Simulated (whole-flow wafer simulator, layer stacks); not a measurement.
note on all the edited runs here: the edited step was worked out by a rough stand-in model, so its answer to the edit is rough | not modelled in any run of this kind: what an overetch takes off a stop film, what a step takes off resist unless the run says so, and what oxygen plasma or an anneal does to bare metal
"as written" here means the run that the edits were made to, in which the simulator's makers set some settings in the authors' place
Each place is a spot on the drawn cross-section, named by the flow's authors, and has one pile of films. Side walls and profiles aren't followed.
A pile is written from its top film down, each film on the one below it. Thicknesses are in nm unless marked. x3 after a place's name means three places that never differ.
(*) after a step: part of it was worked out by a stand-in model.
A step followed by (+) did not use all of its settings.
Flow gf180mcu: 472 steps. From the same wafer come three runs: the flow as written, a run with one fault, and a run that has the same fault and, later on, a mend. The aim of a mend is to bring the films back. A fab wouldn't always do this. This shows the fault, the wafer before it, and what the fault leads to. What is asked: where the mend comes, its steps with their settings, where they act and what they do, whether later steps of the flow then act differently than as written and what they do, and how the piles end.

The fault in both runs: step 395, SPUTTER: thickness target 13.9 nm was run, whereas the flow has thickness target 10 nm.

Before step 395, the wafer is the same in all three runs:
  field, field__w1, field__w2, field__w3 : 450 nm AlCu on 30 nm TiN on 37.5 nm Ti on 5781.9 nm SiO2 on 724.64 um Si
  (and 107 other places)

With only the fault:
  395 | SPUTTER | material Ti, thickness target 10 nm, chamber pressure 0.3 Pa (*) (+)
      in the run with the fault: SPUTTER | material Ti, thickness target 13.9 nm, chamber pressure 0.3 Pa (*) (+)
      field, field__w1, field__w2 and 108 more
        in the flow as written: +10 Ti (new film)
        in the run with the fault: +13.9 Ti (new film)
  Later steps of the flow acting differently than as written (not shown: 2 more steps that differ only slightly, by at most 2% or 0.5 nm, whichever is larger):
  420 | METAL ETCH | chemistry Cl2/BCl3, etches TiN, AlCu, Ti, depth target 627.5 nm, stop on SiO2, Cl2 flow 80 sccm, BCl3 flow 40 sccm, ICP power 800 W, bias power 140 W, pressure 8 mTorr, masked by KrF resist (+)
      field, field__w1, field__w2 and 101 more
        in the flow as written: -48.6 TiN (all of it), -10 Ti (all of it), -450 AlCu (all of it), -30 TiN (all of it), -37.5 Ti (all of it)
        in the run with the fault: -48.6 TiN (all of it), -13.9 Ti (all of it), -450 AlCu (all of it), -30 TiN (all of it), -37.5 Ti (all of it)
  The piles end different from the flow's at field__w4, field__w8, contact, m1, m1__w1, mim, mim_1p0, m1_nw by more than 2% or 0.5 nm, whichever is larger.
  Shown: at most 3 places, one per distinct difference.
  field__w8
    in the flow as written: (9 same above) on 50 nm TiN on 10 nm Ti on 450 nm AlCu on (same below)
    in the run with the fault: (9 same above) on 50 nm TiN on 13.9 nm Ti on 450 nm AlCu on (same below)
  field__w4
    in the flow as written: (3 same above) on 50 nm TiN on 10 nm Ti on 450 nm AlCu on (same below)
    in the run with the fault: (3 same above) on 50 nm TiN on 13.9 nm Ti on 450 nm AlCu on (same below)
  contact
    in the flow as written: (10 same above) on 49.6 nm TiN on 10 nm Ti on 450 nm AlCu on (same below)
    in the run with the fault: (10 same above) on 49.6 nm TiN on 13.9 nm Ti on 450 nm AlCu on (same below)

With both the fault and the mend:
  The mend follows step 395.
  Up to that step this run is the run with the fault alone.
  395a | METAL ETCH | chemistry Cl2/BCl3, etches TiN, AlCu, Ti, depth target 3.9 nm, Cl2 flow 80 sccm, BCl3 flow 40 sccm, ICP power 800 W, bias power 140 W, pressure 8 mTorr (the flow's step 260, run once more with other settings)
      field, field__w1, field__w2 and 108 more
        -3.9 Ti
  None of the later steps of the flow acts differently than as written at any place that is followed.
  By the end, the piles equal the flow's at every place that both follow.
